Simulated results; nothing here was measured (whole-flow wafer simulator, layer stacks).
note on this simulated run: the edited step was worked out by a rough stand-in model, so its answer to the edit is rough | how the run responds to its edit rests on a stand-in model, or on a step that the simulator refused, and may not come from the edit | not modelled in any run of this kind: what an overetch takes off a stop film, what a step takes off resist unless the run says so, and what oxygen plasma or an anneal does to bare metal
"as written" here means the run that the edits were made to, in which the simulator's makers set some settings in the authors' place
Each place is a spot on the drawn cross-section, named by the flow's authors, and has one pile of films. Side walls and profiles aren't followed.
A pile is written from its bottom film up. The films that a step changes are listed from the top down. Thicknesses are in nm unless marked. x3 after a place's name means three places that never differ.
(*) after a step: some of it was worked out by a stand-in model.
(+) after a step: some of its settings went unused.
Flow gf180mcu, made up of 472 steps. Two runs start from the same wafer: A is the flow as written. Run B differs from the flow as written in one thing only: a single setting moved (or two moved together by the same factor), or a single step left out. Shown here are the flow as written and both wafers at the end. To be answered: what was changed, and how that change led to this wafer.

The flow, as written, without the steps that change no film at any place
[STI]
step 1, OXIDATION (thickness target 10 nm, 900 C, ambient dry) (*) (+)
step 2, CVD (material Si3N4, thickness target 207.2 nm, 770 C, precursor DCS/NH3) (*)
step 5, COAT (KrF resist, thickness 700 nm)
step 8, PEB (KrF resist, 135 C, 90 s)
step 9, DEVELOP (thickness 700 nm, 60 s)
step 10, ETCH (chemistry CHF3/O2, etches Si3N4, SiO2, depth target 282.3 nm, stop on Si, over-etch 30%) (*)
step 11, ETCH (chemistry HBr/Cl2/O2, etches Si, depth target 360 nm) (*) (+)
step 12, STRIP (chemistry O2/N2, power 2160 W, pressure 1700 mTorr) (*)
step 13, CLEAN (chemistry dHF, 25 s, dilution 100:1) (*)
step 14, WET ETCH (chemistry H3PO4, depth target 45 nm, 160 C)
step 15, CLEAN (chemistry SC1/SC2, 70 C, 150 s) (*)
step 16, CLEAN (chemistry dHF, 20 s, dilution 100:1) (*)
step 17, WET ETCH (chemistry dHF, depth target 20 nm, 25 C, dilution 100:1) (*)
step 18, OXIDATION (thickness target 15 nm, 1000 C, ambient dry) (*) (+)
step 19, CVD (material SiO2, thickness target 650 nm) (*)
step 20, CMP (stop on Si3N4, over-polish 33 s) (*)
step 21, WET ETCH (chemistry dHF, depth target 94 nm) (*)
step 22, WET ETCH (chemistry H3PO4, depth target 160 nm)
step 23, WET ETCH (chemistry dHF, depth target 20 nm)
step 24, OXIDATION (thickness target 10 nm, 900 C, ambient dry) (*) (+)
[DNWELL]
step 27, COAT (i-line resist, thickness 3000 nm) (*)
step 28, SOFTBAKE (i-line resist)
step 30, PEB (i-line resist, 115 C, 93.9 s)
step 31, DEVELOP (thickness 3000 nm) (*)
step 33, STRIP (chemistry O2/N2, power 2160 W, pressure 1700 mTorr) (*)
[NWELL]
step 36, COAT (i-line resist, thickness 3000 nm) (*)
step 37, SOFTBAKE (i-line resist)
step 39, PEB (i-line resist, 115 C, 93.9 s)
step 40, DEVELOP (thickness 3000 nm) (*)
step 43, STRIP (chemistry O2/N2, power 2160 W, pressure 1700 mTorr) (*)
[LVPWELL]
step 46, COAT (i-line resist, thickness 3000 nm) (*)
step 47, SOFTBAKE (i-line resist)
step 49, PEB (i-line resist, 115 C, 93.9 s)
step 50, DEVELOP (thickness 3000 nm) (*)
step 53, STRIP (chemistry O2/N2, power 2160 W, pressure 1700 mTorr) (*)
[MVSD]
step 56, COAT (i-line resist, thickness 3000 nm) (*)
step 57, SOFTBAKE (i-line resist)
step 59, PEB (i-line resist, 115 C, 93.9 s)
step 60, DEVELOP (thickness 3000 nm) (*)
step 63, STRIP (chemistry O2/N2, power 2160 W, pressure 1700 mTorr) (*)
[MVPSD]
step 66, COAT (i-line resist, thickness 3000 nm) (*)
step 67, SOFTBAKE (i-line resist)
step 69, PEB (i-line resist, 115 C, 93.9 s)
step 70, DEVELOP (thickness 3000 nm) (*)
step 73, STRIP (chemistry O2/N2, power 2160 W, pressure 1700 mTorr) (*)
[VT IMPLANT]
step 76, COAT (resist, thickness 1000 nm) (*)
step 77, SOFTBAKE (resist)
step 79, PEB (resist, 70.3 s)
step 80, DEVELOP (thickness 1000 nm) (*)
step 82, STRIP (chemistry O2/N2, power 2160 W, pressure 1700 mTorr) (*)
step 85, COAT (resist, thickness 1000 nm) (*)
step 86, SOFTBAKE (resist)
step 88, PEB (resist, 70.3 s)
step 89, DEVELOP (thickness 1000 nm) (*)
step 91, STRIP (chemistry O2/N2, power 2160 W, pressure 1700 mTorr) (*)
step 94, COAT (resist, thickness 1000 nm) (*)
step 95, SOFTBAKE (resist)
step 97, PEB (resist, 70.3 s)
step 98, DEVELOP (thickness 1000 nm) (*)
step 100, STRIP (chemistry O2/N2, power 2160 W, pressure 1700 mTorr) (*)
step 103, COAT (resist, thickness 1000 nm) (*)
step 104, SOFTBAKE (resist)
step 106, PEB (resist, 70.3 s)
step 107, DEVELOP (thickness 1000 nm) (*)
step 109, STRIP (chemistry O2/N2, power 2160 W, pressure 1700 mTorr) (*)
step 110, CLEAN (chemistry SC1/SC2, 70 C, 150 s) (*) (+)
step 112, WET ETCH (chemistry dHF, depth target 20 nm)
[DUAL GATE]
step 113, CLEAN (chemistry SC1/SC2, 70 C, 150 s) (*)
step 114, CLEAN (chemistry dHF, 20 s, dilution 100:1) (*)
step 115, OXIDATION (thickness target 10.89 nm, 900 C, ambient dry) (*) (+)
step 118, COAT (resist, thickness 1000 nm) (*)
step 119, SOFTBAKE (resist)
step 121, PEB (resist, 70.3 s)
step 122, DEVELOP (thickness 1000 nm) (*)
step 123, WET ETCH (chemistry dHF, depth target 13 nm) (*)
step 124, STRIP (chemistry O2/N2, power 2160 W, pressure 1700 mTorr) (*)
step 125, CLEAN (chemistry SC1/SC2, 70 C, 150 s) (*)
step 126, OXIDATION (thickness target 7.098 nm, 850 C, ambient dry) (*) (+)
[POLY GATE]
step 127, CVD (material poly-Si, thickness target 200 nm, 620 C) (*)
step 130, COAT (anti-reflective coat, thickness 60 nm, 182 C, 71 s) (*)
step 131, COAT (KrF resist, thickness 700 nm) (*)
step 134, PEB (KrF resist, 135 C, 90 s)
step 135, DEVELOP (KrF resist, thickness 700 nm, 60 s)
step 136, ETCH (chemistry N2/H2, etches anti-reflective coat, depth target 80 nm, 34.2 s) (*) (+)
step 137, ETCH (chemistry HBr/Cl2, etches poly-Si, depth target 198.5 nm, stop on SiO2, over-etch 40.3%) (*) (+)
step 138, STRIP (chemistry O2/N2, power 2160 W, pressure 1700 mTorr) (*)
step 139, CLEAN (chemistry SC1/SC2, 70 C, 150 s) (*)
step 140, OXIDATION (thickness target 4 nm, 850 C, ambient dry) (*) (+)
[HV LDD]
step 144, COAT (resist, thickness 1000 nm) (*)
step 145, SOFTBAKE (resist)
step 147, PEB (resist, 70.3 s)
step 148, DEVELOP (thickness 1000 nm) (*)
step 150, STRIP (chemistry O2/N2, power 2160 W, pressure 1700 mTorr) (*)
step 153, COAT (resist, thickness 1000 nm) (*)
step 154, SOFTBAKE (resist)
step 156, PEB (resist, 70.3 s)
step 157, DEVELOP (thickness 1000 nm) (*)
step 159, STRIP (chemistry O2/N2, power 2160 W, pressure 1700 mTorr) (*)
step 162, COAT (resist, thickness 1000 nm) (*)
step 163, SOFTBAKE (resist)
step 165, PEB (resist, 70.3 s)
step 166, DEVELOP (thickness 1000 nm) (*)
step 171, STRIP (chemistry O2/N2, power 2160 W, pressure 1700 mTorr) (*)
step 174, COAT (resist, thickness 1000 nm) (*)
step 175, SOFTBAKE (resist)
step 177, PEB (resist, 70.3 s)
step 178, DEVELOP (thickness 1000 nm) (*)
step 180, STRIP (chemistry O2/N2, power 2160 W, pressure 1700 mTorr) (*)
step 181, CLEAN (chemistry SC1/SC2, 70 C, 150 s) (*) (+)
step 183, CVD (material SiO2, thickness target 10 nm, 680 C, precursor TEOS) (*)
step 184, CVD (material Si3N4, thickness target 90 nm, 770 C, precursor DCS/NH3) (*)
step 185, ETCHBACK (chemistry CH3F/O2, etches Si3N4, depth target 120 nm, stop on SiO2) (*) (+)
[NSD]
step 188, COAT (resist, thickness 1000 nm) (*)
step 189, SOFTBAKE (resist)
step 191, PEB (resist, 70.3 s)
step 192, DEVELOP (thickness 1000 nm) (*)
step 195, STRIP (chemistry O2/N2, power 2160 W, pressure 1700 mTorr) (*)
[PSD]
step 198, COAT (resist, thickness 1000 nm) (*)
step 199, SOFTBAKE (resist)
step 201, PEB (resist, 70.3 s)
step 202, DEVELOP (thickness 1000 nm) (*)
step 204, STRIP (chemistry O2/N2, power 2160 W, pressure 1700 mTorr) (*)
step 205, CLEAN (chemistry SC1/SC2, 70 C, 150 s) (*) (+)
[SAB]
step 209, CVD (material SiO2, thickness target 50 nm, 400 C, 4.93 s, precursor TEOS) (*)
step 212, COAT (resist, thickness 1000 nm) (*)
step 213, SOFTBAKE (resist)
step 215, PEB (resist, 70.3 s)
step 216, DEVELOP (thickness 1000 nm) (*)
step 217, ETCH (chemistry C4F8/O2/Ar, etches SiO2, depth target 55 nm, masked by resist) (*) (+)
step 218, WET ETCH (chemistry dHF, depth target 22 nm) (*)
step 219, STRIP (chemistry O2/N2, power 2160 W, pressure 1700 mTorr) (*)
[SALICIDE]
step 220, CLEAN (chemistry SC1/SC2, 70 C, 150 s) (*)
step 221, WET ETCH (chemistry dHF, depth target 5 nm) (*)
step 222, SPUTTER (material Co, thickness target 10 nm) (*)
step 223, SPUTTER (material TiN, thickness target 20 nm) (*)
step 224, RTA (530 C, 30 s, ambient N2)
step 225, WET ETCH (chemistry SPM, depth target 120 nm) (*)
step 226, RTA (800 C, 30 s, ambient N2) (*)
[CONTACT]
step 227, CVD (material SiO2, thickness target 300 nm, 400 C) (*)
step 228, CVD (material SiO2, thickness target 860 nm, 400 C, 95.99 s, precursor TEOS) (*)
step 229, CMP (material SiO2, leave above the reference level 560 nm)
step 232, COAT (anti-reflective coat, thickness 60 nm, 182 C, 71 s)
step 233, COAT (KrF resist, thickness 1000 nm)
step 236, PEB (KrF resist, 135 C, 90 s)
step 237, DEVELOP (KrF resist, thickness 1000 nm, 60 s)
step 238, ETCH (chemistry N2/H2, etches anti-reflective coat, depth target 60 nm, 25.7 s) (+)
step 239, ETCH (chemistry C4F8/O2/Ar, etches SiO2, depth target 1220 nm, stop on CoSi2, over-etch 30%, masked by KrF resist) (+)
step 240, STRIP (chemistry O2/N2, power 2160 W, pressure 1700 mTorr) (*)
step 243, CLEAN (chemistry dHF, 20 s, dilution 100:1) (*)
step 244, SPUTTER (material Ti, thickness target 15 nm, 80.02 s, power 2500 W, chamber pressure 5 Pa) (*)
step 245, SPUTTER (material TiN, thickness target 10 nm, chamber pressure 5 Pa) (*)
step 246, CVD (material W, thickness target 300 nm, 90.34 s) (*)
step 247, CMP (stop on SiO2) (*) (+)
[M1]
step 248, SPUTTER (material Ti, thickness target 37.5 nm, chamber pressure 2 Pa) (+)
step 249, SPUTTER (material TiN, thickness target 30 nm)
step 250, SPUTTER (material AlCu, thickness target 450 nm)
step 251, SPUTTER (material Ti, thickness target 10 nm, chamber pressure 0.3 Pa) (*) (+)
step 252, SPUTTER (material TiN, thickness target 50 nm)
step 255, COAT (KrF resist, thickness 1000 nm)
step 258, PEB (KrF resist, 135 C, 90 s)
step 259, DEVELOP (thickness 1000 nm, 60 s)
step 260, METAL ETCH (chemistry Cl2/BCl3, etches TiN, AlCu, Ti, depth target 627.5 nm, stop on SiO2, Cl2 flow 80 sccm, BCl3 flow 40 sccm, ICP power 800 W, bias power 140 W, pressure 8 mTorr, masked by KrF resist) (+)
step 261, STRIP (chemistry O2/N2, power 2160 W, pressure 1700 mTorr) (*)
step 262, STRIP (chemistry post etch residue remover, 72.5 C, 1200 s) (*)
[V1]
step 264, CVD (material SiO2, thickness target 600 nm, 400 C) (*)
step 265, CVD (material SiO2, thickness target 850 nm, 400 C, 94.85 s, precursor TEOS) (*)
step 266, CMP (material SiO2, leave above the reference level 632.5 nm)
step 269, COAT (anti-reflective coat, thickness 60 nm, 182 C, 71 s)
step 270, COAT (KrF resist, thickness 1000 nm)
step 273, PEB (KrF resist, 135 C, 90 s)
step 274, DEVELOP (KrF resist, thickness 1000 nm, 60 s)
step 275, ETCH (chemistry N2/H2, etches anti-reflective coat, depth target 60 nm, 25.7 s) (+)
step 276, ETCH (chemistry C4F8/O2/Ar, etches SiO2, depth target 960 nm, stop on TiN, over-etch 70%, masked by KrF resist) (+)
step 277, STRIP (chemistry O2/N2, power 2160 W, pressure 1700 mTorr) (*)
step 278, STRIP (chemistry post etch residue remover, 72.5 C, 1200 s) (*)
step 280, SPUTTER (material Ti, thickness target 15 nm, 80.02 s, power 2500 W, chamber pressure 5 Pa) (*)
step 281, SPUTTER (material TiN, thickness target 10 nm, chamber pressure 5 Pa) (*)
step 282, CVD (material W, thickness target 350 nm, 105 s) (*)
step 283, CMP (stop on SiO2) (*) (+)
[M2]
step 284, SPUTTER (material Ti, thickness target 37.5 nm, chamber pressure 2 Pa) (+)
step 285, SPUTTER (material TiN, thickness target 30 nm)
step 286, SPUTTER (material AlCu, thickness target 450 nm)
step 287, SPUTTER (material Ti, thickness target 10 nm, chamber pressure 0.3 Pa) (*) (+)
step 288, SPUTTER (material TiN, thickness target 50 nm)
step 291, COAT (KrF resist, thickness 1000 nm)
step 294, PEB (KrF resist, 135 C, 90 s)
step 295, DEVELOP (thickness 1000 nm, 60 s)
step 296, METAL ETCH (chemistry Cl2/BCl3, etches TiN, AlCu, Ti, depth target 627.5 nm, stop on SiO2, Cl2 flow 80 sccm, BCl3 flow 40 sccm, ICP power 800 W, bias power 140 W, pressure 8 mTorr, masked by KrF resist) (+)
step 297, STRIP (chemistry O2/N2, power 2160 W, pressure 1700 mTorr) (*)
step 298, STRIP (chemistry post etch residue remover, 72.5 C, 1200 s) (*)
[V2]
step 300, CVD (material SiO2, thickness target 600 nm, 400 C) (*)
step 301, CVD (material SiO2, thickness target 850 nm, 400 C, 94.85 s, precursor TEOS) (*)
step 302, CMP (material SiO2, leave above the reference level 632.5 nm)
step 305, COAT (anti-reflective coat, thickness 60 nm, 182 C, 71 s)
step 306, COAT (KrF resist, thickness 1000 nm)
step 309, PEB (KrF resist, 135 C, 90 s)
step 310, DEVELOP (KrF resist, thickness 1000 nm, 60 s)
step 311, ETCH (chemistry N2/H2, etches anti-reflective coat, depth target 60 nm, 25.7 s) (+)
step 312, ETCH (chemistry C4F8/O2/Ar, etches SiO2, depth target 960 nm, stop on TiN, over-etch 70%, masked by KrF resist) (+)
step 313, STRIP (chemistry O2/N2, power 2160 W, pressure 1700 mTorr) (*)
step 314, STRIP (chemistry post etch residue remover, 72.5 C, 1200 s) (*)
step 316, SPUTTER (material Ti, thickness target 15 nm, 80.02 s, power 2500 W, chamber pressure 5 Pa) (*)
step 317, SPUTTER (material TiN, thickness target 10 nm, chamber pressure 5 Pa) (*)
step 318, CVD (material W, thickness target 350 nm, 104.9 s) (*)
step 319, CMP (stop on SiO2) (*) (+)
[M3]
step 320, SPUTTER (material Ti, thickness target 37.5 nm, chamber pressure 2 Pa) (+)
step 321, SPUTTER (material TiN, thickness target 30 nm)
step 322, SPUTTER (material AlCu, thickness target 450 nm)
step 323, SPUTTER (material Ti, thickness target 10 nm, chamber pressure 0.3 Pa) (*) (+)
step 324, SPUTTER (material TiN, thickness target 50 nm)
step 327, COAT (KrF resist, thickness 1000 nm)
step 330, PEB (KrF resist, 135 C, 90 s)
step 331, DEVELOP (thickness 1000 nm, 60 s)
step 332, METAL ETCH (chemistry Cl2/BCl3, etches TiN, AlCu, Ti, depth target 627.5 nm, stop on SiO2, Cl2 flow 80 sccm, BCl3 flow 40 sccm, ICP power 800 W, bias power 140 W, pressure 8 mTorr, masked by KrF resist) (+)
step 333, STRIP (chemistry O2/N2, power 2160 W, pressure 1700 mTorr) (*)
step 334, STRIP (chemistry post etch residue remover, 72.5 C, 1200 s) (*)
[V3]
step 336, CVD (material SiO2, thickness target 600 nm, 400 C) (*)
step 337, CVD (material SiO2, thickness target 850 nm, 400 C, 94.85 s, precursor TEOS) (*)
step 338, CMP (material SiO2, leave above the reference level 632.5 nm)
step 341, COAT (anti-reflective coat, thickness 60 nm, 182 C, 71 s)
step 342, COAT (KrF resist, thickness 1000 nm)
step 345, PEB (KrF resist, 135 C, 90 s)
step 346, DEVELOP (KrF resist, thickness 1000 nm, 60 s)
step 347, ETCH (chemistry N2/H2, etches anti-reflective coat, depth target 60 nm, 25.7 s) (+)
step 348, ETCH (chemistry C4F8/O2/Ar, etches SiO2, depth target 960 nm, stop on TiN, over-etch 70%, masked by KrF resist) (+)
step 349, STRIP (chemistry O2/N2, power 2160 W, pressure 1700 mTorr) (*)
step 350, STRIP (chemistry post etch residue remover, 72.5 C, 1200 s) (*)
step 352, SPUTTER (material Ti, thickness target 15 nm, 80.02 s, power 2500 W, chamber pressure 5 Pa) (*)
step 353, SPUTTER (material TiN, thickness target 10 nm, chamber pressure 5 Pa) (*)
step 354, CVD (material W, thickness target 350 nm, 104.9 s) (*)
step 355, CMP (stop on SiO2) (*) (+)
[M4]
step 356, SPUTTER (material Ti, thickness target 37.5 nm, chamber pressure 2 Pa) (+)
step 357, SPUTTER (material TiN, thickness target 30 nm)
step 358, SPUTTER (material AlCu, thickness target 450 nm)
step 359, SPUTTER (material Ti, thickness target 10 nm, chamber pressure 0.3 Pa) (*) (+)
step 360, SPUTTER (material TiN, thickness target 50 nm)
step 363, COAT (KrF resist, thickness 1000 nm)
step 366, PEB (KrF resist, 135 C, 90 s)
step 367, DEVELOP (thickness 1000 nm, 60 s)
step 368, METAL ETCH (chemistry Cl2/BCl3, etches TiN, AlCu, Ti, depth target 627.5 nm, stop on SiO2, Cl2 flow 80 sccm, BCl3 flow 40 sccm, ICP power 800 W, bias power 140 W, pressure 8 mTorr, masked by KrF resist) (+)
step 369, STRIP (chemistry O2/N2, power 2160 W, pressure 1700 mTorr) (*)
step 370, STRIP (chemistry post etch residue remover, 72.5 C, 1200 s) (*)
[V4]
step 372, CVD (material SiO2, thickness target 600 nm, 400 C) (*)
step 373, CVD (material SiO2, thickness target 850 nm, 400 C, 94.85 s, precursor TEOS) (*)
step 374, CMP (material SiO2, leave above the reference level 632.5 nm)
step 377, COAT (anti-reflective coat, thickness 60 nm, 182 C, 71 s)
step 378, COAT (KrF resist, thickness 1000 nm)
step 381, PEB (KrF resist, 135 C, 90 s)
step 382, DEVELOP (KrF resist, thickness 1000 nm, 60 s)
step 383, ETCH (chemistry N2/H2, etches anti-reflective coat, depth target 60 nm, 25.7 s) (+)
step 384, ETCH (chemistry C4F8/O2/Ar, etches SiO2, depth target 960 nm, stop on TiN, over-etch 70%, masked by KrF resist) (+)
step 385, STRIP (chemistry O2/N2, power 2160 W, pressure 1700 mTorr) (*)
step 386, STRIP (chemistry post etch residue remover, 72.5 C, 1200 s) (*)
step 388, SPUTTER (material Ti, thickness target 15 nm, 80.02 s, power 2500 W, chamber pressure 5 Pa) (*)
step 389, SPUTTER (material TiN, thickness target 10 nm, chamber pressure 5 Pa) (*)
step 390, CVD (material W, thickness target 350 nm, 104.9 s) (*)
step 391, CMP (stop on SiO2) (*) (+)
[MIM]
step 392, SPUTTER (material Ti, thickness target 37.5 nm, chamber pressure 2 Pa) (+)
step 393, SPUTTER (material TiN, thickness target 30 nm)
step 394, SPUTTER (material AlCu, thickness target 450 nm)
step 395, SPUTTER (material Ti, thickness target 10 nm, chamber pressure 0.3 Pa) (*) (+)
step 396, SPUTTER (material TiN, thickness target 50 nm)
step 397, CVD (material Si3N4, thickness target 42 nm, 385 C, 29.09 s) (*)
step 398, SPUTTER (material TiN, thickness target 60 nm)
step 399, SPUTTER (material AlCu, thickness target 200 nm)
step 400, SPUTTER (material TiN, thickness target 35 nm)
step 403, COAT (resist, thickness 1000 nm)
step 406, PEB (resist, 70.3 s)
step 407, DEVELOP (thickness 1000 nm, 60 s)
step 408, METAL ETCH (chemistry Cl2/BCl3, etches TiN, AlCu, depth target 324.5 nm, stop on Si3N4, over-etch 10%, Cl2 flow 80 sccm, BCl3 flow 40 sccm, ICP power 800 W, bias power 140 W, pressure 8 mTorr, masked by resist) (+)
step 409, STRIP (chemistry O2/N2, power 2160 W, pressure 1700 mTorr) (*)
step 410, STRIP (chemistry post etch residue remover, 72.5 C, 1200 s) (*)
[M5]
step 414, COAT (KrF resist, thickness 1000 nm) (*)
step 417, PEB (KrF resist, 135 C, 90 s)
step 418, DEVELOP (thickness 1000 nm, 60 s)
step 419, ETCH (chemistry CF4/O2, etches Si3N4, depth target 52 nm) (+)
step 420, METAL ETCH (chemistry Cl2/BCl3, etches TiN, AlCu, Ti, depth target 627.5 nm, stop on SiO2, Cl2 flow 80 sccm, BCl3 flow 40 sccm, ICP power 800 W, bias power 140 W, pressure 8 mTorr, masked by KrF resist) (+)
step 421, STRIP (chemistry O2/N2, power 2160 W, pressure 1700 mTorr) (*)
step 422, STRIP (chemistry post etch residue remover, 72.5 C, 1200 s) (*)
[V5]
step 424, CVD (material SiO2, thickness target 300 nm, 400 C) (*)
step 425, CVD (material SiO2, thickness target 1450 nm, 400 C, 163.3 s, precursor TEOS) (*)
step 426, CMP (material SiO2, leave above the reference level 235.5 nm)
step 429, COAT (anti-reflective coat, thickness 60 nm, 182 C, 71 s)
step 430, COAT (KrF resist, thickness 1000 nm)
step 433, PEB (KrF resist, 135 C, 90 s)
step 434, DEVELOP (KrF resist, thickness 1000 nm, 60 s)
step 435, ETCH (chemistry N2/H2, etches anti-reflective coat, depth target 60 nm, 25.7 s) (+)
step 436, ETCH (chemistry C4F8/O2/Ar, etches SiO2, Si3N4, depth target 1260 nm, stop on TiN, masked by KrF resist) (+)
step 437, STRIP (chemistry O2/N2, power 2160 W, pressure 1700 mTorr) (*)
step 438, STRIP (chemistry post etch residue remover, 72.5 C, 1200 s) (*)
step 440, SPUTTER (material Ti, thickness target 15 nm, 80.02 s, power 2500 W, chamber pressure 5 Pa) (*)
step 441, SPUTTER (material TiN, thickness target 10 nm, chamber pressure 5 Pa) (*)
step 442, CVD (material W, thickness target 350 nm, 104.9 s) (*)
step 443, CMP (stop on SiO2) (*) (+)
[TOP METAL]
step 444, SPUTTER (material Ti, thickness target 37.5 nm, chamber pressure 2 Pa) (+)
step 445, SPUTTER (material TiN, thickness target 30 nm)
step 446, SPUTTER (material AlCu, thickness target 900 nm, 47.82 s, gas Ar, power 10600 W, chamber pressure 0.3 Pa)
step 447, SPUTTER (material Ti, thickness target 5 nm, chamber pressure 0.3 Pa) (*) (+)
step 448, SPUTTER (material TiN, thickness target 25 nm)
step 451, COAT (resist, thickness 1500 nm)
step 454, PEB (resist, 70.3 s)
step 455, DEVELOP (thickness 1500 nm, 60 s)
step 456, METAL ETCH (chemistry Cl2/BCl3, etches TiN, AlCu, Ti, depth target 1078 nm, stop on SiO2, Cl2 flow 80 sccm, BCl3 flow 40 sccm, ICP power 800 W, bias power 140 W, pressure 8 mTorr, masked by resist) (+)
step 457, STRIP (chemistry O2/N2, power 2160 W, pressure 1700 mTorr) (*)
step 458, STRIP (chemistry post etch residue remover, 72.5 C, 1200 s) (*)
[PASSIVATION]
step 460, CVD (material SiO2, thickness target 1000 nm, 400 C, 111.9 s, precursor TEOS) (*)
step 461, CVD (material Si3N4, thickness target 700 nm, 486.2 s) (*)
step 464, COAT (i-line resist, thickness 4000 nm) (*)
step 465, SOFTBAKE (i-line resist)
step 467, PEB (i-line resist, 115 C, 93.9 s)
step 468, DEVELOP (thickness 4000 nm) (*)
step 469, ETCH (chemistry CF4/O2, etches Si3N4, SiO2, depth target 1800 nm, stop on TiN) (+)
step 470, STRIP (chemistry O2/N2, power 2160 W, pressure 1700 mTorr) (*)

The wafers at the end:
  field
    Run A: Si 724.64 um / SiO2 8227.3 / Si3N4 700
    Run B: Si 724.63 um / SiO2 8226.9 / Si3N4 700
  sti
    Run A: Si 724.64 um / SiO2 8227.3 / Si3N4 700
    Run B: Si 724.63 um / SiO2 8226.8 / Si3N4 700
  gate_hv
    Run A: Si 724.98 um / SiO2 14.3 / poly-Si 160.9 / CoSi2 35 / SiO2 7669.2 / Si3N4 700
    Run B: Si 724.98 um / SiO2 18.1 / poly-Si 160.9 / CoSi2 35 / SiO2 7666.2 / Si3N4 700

Cause: step 115, OXIDATION: thickness target 15.13 nm was run, whereas the flow has thickness target 10.89 nm.

The path from the change to this, step by step:
  step 115, OXIDATION (thickness target 10.89 nm, 900 C, ambient dry) (*) (+)
      active, n_well, p_well and 40 more: A SiO2 gains 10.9 (new film), Si loses 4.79 | B SiO2 gains 15.1 (new film), Si loses 6.66
      sti, mim_1p0, pad and 19 more: A SiO2 gains 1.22, Si loses 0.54 | B SiO2 gains 2.05, Si loses 0.9
      (and at 27 other places as well)
  step 123, WET ETCH (chemistry dHF, depth target 13 nm) (*)
      active, n_well, p_well and 12 more: A SiO2 loses 10.9 (all of it) | B SiO2 loses 13
  step 124, STRIP (chemistry O2/N2, power 2160 W, pressure 1700 mTorr) (*)
      active, n_well, p_well and 12 more: A chemical SiO2 gains 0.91 (new film), Si loses 0.4 | B nothing
  step 126, OXIDATION (thickness target 7.098 nm, 850 C, ambient dry) (*) (+)
      active, n_well, p_well and 12 more: A SiO2 gains 7.1 (new film), chemical SiO2 loses 0.76 (all of it), Si loses 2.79 | B SiO2 gains 5.31, Si loses 2.33
  step 130, COAT (anti-reflective coat, thickness 60 nm, 182 C, 71 s) (*)
      p_well, spacer, sd_n: A anti-reflective coat gains 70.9 (new film) | B anti-reflective coat gains 72.6 (new film)
      ld_fp_p: A anti-reflective coat gains 47.8 (new film) | B anti-reflective coat gains 48.8 (new film)
      (and at 2 other places as well)
  step 136, ETCH (chemistry N2/H2, etches anti-reflective coat, depth target 80 nm, 34.2 s) (*) (+)
      p_well, spacer, sd_n: A anti-reflective coat loses 70.9 (all of it), poly-Si loses 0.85 | B anti-reflective coat loses 72.6 (all of it), poly-Si loses 0.81
      ldn_dft: A anti-reflective coat loses 48.7 (all of it), poly-Si loses 1.42 | B anti-reflective coat loses 49.7 (all of it), poly-Si loses 1.39
  step 138, STRIP (chemistry O2/N2, power 2160 W, pressure 1700 mTorr) (*)
      ld_fp_p: A chemical SiO2 gains 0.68 (new film), KrF resist loses 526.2 (all of it), anti-reflective coat loses 47.8 (all of it), poly-Si loses 0.3 | B chemical SiO2 gains 0.68 (new film), KrF resist loses 526 (all of it), anti-reflective coat loses 48.8 (all of it), poly-Si loses 0.3
      ldn_fp: A chemical SiO2 gains 0.68 (new film), KrF resist loses 530.2 (all of it), anti-reflective coat loses 48.5 (all of it), poly-Si loses 0.3 | B chemical SiO2 gains 0.68 (new film), KrF resist loses 530 (all of it), anti-reflective coat loses 49.5 (all of it), poly-Si loses 0.3
  step 189, SOFTBAKE (resist)
      field__w9: A resist gains 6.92 | B resist loses 3.07
      active_hv: A resist gains 2.68 | B resist loses 0.58
      (and at 1 other place as well)
  step 199, SOFTBAKE (resist)
      field__w9: A resist gains 6.92 | B resist loses 3.07
      active_hv: A resist gains 2.68 | B resist loses 0.58
      (and at 1 other place as well)
  step 218, WET ETCH (chemistry dHF, depth target 22 nm) (*)
      ldn_tap, ldn_src, ldn_drn, ldp_tap, ldp_src, ldp_drn, ldp_gr: A SiO2 loses 16 (all of it) | B SiO2 loses 19.7 (all of it)
      ld_drn_n, ld_sd_p: A SiO2 loses 14.8 (all of it) | B SiO2 loses 18.6 (all of it)
      (and at 5 other places as well)
